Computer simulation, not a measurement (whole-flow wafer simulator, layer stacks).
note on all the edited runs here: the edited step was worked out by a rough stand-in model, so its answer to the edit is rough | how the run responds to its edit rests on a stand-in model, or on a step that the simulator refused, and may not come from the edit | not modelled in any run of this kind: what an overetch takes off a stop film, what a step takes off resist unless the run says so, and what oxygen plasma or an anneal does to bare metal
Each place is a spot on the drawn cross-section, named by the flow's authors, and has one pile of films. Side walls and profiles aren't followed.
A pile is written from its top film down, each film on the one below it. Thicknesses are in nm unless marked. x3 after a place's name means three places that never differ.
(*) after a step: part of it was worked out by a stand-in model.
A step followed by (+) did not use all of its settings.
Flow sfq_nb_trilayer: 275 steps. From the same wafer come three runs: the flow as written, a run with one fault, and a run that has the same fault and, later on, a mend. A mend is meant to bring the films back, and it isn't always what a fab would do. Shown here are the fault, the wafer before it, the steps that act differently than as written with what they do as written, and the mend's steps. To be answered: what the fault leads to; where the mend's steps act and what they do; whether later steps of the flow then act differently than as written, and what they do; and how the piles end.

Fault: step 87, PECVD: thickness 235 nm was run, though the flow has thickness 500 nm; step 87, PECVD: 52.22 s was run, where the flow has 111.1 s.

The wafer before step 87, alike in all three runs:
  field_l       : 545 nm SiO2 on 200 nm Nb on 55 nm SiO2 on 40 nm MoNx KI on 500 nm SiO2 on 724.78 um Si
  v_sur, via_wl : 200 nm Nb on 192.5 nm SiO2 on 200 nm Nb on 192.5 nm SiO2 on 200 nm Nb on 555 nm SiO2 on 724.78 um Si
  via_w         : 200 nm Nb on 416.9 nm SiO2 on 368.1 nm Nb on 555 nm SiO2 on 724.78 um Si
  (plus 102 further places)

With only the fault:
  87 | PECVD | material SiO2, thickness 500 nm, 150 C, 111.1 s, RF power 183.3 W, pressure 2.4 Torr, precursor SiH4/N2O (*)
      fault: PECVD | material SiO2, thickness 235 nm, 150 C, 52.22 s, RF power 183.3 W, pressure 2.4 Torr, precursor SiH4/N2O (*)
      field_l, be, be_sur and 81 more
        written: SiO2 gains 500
        fault: SiO2 gains 235
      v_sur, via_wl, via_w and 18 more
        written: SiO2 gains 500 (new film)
        fault: SiO2 gains 235 (new film)
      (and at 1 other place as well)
  Steps further on in the flow that do not act as written (12 more steps, not shown, differ only slightly: by at most 2% or 0.5 nm, whichever is larger):
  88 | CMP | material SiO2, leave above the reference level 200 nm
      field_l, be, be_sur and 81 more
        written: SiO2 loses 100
        fault: nothing
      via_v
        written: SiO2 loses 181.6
        fault: nothing
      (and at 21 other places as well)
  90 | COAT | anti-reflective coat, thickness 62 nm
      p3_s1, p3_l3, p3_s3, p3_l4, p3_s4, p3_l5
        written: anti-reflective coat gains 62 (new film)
        fault: anti-reflective coat gains 63.9 (new film)
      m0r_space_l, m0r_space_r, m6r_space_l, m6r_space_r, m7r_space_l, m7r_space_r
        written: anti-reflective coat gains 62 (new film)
        fault: anti-reflective coat gains 81.1 (new film)
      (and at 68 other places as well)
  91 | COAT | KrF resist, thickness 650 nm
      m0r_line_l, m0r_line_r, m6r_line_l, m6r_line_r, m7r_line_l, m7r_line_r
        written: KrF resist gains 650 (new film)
        fault: KrF resist gains 682.6 (new film)
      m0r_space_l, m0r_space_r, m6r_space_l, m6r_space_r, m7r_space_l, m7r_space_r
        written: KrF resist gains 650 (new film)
        fault: KrF resist gains 671.3 (new film)
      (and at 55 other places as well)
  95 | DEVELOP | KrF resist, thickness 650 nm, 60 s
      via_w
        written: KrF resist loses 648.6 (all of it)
        fault: KrF resist loses 590.3 (all of it)
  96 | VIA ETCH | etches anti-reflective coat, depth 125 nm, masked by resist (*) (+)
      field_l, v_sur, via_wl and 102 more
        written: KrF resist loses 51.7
        fault: KrF resist loses 40.6
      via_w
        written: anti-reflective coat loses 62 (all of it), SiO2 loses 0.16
        fault: anti-reflective coat loses 48.7 (all of it), SiO2 loses 0.12
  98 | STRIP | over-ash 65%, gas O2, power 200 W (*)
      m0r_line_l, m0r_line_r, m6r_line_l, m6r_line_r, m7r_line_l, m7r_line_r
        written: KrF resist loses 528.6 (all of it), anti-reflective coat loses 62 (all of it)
        fault: KrF resist loses 572.1 (all of it), anti-reflective coat loses 61.8 (all of it)
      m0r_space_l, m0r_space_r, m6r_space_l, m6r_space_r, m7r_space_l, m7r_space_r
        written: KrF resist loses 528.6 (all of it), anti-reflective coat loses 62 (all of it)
        fault: KrF resist loses 560.9 (all of it), anti-reflective coat loses 81.1 (all of it)
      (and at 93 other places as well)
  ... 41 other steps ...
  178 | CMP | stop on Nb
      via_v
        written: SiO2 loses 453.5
        fault: SiO2 loses 340.8
  At via_v, ln_m5, lsp_m and 13 more, the piles at the end differ from the flow's by more than 2% or 0.5 nm, whichever is larger.
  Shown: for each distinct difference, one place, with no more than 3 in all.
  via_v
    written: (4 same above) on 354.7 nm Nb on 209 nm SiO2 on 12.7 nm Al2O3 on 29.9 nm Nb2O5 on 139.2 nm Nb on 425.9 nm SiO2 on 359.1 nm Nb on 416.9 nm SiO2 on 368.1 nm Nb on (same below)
    fault: (4 same above) on 354.7 nm Nb on 459.7 nm SiO2 on 9.16 nm Al2O3 on 36.3 nm Nb2O5 on 104.3 nm Nb on 344 nm SiO2 on 90.1 nm Nb on 191.8 nm SiO2 on 160.9 nm Nb on 196.5 nm SiO2 on 368.1 nm Nb on (same below)
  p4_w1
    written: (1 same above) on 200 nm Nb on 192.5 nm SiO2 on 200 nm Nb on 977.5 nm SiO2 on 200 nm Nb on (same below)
    fault: (1 same above) on 200 nm Nb on 357.5 nm SiO2 on 200 nm Nb on 812.5 nm SiO2 on 200 nm Nb on (same below)
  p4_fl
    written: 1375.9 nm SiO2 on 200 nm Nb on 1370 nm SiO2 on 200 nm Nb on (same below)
    fault: 1440.9 nm SiO2 on 200 nm Nb on 1305 nm SiO2 on 200 nm Nb on (same below)

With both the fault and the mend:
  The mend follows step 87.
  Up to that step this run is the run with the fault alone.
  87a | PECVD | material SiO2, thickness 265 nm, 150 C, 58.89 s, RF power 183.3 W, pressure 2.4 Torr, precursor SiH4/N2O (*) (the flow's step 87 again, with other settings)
      field_l, v_sur, via_wl and 103 more
        SiO2 gains 265
  Steps further on in the flow that do not act as written:
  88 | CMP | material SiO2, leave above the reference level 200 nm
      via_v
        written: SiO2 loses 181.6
        mend: SiO2 loses 44.6
  At every place that both follow, the piles at the end match the flow's.
